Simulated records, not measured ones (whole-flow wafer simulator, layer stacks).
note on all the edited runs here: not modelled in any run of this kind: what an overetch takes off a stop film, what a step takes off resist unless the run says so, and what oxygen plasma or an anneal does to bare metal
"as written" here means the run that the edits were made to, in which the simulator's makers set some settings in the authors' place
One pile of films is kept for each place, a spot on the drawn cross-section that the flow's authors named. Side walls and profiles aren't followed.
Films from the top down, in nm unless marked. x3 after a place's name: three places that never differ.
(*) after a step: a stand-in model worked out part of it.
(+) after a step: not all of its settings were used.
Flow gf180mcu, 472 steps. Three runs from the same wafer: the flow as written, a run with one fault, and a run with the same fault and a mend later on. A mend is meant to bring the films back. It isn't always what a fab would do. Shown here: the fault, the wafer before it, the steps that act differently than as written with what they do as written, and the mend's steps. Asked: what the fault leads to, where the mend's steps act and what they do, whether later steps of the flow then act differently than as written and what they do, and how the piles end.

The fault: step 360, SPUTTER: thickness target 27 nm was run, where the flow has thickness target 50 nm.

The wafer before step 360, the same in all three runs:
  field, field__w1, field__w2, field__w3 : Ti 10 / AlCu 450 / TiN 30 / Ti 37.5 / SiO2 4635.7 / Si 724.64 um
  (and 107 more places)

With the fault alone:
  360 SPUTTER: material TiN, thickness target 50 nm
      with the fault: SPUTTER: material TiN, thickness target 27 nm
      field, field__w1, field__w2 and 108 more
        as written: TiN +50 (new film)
        with the fault: TiN +27 (new film)
  Later steps of the flow that act differently than as written (2 more steps differ only slightly, by at most 2% or 0.5 nm, whichever is larger, and aren't shown):
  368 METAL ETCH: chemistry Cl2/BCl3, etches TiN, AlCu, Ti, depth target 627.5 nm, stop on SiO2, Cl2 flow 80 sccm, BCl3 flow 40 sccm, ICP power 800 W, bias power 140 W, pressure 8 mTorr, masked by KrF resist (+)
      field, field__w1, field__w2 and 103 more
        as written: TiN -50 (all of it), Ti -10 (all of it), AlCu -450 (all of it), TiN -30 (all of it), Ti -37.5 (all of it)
        with the fault: TiN -27 (all of it), Ti -10 (all of it), AlCu -450 (all of it), TiN -30 (all of it), Ti -37.5 (all of it)
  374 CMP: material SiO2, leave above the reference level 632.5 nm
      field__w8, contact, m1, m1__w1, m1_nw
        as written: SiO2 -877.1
        with the fault: SiO2 -854.1
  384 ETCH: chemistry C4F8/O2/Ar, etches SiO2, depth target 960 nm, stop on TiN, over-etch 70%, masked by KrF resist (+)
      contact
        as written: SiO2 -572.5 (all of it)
        with the fault: SiO2 -595.5 (all of it)
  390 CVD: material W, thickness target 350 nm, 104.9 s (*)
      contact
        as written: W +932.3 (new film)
        with the fault: W +955.5 (new film)
  At the end the piles differ from the flow's by more than 2% or 0.5 nm, whichever is larger, at field__w8, contact, m1, m1__w1, m1_nw.
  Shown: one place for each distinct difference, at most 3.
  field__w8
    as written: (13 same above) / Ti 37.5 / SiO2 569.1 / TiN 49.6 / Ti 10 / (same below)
    with the fault: (13 same above) / Ti 37.5 / SiO2 592.1 / TiN 26.6 / Ti 10 / (same below)
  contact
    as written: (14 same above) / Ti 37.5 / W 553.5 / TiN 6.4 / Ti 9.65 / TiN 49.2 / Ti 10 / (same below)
    with the fault: (14 same above) / Ti 37.5 / W 576.7 / TiN 6.32 / Ti 9.52 / TiN 26.2 / Ti 10 / (same below)

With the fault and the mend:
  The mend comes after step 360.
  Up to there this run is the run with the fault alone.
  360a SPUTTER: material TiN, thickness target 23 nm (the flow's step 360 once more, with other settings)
      field, field__w1, field__w2 and 108 more
        TiN +23
  No later step of the flow acts differently than as written at any place that is followed.
  At the end the piles are the same as the flow's at every place that both follow.
